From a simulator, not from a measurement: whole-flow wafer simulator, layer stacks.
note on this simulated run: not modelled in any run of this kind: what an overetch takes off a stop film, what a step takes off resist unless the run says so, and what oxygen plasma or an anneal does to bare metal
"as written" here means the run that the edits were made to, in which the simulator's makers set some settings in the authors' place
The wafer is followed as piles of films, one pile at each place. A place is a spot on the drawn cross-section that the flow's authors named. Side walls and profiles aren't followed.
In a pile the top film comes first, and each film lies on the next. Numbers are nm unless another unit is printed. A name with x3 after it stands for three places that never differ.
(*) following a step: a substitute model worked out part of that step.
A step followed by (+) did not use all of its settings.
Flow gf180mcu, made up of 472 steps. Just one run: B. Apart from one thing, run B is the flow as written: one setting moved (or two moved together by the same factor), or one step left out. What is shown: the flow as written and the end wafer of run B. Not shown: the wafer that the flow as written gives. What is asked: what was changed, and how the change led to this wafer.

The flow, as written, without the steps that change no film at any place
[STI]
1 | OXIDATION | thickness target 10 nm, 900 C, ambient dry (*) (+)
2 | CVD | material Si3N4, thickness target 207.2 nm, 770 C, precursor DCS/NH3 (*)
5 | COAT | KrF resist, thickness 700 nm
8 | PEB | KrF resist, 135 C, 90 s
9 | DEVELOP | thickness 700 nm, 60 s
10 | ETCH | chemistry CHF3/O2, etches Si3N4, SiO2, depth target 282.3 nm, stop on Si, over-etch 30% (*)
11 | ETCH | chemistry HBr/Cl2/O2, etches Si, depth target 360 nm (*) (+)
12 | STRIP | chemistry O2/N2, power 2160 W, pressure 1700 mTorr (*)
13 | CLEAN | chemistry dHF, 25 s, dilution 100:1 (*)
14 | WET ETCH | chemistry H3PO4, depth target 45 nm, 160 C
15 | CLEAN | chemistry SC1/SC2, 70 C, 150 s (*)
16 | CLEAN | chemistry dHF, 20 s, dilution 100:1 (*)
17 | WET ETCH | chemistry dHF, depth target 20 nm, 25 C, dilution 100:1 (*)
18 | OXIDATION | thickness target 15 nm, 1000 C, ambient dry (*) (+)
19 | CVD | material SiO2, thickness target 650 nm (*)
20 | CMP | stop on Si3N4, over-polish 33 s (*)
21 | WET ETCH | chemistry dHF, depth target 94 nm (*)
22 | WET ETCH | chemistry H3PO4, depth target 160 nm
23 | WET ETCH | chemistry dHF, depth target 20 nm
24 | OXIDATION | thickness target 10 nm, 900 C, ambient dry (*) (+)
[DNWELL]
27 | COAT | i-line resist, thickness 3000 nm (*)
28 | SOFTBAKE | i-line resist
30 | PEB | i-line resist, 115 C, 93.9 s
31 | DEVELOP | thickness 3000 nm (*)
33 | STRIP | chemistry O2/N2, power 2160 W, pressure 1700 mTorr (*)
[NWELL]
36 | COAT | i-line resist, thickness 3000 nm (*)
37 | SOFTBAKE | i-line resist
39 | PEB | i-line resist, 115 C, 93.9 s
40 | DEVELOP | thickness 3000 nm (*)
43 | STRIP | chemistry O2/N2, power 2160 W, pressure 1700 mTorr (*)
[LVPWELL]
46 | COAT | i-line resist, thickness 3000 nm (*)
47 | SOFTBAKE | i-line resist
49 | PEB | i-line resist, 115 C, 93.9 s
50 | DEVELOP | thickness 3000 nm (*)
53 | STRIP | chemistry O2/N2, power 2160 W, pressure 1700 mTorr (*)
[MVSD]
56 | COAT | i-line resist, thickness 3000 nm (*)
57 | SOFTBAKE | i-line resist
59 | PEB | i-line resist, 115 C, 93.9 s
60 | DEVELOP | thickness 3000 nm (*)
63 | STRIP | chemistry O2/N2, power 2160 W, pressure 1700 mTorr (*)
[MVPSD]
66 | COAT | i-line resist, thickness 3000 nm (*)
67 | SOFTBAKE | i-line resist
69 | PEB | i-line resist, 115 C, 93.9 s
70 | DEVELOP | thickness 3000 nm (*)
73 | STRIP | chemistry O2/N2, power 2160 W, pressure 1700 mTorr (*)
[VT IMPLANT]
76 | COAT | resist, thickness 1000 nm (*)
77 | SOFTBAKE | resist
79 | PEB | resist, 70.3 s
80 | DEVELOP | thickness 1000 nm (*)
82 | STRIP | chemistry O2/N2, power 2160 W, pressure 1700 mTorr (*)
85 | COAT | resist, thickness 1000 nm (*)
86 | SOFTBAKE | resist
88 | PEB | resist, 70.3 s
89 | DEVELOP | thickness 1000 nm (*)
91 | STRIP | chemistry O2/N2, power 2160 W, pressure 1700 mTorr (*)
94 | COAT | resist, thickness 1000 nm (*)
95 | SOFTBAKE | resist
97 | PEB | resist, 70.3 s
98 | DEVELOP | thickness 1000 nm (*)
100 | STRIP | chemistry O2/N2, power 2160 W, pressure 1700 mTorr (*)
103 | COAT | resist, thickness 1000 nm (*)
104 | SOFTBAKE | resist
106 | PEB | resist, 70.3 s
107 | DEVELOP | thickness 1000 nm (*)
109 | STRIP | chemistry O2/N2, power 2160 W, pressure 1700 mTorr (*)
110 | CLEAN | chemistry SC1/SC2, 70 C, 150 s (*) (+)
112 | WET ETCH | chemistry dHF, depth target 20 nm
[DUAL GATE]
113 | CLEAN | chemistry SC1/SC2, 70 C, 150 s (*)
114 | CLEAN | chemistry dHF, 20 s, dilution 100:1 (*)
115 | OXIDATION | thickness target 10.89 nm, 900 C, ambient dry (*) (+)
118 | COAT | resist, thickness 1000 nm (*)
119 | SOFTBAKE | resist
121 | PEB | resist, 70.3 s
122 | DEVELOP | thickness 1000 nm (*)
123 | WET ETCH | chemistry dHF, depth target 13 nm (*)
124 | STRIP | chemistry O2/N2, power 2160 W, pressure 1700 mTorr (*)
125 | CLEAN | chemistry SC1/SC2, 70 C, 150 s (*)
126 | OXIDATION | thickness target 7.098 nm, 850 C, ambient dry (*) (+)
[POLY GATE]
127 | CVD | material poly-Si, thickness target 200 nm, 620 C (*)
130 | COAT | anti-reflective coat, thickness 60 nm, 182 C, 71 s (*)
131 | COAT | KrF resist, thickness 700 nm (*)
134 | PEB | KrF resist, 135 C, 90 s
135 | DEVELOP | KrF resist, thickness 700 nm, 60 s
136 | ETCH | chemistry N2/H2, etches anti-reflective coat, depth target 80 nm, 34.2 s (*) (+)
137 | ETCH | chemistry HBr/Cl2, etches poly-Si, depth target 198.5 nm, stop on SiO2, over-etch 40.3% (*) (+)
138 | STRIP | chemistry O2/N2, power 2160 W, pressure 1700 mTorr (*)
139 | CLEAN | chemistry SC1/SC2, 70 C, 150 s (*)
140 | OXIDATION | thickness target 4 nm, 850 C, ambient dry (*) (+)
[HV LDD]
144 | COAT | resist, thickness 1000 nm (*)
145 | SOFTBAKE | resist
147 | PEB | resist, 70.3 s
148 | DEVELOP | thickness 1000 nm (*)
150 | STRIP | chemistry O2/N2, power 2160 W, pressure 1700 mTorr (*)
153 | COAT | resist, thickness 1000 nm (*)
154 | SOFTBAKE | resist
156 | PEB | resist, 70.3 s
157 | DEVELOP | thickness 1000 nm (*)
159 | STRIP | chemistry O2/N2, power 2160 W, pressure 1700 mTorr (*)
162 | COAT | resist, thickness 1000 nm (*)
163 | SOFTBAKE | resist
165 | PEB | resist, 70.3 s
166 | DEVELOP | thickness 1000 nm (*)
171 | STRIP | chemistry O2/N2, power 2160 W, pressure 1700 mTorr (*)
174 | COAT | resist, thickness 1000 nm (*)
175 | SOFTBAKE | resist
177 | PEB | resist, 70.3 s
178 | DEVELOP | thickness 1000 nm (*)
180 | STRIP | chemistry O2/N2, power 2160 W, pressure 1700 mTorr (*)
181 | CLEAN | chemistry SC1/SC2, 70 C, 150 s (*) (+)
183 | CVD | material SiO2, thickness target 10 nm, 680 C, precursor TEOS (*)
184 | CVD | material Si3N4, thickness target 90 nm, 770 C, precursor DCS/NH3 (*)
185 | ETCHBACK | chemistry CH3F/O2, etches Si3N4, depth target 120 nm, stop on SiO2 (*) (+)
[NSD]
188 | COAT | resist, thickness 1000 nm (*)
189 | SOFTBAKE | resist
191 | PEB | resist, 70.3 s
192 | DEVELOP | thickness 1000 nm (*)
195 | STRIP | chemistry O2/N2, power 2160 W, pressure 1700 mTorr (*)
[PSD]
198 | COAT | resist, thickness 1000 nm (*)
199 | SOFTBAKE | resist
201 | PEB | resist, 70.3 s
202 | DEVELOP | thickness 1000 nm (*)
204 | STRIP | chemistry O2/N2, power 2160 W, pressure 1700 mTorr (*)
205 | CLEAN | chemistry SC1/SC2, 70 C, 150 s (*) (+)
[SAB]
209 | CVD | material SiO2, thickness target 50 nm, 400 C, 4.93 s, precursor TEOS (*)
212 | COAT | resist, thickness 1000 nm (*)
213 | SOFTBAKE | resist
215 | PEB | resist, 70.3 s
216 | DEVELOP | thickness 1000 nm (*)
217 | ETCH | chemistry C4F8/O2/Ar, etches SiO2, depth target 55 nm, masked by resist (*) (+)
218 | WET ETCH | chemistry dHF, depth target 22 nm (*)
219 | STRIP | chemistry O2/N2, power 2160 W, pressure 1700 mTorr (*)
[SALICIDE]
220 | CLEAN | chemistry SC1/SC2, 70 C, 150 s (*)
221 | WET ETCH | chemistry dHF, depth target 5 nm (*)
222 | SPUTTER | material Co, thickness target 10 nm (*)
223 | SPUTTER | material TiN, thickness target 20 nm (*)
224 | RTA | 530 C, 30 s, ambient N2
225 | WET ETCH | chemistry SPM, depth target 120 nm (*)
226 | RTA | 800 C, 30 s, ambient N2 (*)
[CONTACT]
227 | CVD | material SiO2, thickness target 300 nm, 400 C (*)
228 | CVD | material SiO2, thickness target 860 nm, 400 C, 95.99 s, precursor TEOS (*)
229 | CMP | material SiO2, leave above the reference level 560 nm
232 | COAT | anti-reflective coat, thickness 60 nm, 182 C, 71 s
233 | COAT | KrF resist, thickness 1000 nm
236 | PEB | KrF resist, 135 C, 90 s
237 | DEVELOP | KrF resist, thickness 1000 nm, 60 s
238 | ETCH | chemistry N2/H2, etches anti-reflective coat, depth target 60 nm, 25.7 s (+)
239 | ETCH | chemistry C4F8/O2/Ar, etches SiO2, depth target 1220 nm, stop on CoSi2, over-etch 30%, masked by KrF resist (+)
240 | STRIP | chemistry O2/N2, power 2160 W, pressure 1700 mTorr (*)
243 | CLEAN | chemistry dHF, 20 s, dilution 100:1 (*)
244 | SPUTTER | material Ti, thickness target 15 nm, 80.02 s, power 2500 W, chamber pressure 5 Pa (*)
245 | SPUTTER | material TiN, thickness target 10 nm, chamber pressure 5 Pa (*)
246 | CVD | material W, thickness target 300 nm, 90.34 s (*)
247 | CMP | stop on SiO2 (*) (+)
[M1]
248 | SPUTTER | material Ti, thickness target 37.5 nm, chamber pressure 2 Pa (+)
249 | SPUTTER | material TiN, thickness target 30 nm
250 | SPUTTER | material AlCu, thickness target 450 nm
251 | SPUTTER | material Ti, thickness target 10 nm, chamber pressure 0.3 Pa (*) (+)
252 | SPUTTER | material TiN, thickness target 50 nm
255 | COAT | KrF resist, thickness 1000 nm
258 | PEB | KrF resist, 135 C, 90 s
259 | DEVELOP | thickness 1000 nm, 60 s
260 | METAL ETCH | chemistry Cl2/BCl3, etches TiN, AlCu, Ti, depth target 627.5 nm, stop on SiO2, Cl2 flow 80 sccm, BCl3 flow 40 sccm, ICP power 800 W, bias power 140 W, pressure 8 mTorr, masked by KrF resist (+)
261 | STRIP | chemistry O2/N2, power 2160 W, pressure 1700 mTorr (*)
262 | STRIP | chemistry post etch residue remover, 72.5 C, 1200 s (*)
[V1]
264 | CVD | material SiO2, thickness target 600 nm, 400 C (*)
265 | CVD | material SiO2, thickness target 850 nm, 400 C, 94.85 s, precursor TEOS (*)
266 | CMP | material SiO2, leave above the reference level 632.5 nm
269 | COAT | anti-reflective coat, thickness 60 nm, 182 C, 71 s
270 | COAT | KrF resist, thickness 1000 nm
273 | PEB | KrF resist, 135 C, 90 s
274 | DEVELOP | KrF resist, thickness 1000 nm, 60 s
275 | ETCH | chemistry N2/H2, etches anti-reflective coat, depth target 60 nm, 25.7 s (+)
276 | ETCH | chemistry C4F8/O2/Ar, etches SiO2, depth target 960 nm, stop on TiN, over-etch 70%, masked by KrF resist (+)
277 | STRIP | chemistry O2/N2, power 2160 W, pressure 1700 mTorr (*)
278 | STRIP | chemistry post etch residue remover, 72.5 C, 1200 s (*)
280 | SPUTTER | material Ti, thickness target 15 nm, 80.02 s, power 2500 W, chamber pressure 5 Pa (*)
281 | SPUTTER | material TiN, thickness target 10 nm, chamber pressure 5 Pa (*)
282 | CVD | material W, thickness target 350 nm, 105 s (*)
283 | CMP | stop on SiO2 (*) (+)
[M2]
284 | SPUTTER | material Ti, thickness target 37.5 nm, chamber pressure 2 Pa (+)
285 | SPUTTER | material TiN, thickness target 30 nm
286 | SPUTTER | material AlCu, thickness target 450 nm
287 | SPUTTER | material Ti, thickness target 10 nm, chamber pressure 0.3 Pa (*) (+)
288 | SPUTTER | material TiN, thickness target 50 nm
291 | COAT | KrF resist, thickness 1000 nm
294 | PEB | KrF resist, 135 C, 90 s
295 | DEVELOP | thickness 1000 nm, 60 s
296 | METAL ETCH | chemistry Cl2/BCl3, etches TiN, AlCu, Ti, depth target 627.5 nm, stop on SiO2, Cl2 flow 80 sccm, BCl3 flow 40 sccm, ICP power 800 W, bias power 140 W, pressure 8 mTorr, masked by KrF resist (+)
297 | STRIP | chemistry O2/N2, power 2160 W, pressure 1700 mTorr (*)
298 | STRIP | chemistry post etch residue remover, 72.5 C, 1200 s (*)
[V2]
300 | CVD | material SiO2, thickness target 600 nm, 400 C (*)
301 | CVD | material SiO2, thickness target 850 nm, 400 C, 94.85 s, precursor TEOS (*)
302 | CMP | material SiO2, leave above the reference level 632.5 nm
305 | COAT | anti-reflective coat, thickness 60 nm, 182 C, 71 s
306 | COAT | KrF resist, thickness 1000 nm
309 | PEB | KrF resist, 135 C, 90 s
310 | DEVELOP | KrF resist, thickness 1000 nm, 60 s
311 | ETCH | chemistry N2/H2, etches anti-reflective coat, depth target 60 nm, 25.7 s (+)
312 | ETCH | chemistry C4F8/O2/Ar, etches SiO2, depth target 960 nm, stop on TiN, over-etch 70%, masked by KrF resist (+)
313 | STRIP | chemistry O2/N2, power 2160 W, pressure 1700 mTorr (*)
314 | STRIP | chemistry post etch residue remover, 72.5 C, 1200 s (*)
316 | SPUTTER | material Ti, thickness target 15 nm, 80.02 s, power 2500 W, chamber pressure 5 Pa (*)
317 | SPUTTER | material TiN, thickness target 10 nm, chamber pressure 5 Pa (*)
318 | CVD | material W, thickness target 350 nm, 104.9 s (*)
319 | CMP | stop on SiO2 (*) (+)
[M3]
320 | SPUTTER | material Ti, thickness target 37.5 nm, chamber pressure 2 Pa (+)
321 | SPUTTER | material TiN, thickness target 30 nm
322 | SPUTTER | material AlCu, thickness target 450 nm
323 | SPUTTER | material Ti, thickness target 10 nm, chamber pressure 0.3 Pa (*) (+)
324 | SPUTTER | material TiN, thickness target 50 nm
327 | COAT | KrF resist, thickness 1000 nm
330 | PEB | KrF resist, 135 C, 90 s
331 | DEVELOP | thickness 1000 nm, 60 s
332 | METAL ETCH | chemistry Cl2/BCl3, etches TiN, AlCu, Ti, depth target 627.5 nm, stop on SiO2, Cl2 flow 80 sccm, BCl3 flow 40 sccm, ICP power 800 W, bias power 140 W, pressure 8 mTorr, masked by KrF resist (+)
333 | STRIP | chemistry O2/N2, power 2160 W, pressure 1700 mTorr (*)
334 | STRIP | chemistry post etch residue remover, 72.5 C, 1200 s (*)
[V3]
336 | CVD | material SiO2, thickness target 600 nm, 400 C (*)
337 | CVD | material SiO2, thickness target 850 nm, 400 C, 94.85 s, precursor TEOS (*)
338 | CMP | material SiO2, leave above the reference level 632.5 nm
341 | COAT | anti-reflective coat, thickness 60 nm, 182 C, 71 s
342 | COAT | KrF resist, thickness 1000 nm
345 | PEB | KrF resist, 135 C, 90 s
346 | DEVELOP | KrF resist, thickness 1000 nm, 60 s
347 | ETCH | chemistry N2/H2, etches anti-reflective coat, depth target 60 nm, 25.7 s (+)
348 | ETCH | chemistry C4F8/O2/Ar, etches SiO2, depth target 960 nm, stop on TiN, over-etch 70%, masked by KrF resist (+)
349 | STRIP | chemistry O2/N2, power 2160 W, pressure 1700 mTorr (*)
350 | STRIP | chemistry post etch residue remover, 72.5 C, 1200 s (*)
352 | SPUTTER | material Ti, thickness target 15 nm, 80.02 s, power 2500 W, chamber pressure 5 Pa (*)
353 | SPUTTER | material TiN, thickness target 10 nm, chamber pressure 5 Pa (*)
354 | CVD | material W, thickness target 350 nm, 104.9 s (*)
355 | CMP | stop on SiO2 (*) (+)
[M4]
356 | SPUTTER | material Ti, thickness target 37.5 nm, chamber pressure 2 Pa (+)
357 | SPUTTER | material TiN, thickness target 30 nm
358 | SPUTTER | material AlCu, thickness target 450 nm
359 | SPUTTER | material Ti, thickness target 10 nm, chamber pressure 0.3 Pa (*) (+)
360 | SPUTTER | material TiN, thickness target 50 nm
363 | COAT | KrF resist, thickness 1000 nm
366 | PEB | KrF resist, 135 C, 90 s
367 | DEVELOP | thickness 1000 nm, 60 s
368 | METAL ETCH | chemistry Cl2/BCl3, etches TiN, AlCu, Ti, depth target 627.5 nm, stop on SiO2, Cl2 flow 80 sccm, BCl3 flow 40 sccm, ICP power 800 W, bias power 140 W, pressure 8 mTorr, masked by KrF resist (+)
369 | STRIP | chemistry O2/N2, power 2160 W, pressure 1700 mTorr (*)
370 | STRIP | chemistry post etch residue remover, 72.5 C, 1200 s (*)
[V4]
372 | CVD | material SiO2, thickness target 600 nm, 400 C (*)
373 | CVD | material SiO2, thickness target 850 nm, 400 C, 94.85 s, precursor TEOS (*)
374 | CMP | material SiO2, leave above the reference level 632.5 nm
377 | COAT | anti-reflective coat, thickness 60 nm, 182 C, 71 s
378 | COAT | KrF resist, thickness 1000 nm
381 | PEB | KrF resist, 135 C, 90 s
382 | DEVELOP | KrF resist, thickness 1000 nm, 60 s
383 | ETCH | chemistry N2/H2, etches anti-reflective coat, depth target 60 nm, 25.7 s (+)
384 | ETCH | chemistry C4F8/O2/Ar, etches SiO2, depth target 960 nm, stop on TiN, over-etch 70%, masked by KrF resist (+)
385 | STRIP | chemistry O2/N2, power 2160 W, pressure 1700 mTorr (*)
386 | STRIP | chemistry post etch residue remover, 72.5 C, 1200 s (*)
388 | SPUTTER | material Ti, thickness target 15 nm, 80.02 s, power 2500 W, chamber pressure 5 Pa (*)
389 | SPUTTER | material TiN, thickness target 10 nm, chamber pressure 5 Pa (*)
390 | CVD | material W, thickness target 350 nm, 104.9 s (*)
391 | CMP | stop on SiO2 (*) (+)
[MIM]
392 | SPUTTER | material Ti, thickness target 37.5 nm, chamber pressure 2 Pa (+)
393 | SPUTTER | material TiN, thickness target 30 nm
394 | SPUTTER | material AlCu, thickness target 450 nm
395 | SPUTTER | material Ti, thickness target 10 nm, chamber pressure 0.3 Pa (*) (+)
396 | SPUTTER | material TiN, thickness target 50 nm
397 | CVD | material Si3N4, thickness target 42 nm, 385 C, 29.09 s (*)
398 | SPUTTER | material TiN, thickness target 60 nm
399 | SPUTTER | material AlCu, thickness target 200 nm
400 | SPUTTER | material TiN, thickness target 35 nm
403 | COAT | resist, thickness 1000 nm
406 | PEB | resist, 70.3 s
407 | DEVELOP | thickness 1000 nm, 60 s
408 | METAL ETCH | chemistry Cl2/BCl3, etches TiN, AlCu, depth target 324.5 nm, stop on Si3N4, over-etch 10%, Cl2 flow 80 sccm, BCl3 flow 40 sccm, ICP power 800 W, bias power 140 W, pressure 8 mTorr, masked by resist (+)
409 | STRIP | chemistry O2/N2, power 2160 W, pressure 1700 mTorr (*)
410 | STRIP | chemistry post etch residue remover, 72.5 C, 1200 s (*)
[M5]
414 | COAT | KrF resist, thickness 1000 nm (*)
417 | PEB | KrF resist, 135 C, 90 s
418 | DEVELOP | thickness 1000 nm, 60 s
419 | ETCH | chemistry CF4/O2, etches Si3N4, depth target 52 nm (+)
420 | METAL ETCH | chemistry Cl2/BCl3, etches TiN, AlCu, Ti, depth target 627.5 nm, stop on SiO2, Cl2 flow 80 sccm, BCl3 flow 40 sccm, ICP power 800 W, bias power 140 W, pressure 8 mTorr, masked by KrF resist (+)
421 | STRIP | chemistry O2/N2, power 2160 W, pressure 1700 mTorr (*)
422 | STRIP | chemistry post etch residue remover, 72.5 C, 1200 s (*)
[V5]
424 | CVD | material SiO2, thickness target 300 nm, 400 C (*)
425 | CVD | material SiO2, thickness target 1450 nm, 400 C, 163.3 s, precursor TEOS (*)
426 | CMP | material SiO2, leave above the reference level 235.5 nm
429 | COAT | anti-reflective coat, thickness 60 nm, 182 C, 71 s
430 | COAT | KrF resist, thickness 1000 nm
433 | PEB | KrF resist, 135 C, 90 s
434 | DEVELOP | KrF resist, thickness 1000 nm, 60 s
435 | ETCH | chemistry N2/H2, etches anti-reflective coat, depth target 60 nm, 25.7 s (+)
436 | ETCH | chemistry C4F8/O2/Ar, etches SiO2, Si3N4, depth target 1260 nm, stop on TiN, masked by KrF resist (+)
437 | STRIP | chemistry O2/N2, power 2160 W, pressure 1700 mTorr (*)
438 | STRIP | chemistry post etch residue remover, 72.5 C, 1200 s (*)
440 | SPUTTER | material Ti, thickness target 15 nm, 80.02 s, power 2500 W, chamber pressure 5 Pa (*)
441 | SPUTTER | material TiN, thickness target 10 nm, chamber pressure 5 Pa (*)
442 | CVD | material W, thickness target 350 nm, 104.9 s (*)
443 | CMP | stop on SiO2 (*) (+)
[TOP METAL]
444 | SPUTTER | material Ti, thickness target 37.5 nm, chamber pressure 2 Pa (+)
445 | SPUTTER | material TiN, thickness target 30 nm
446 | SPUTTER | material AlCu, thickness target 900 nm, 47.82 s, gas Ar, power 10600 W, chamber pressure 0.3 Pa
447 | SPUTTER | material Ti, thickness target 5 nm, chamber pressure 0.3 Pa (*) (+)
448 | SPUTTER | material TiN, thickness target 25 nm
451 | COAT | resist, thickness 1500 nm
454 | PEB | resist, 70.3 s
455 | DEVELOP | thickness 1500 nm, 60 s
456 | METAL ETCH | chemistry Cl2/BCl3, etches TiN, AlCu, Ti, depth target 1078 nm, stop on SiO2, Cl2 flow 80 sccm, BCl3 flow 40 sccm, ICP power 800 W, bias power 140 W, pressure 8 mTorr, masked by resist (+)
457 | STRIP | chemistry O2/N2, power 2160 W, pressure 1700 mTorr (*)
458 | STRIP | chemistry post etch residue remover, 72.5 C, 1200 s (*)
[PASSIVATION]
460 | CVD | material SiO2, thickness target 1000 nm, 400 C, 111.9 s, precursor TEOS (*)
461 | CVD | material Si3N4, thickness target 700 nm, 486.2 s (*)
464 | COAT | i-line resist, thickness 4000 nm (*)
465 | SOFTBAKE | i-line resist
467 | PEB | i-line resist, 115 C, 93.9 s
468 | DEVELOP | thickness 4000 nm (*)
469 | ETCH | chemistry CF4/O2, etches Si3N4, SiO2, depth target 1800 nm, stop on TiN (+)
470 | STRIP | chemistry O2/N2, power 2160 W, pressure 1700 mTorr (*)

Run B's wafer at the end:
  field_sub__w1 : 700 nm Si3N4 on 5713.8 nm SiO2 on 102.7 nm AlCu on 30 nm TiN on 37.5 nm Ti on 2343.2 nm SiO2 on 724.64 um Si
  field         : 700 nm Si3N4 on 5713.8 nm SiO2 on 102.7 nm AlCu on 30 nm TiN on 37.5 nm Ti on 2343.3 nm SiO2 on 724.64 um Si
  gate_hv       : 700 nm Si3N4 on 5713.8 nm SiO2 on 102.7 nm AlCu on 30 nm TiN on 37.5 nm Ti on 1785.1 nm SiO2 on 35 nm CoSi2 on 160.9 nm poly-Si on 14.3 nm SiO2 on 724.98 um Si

Cause: step 296, METAL ETCH: depth target 401.6 nm was run, whereas the flow has depth target 627.5 nm.

The path from the change to this, step by step:
  296 | METAL ETCH | chemistry Cl2/BCl3, etches TiN, AlCu, Ti, depth target 627.5 nm, stop on SiO2, Cl2 flow 80 sccm, BCl3 flow 40 sccm, ICP power 800 W, bias power 140 W, pressure 8 mTorr, masked by KrF resist (+)
      field, field__w1, field__w2 and 103 more: -50 TiN (all of it), -10 Ti (all of it), -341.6 AlCu (as written it would have been: -50 TiN (all of it), -10 Ti (all of it), -450 AlCu (all of it), -30 TiN (all of it), -37.5 Ti (all of it))
      field__w8, contact, m1, m1__w1, m1_nw: -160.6 KrF resist (as written it would have been: -251 KrF resist)
  297 | STRIP | chemistry O2/N2, power 2160 W, pressure 1700 mTorr (*)
      field__w8, contact, m1, m1__w1, m1_nw: -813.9 KrF resist (all of it) (as written it would have been: -723.5 KrF resist (all of it))
  298 | STRIP | chemistry post etch residue remover, 72.5 C, 1200 s (*)
      field, field__w1, field__w2 and 103 more: -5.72 AlCu (as written it would have been: nothing)
  300 | CVD | material SiO2, thickness target 600 nm, 400 C (*)
      field, field__w1, field__w2 and 103 more: +600 SiO2 (new film) (as written it would have been: +600 SiO2)
  302 | CMP | material SiO2, leave above the reference level 632.5 nm
      field, field__w1, field__w2 and 103 more: -470.2 SiO2 (as written it would have been: -300 SiO2)
If metal films that touch count as one body, field_sub__w1 has 1 body; the flow as written gives 0 bodies.
If metal films that touch count as one body, field has 1 body; the flow as written gives 0 bodies.
If metal films that touch count as one body, gate_hv has 2 bodies (between them, from the top down: SiO2 1785.1); the flow as written gives 1 body.
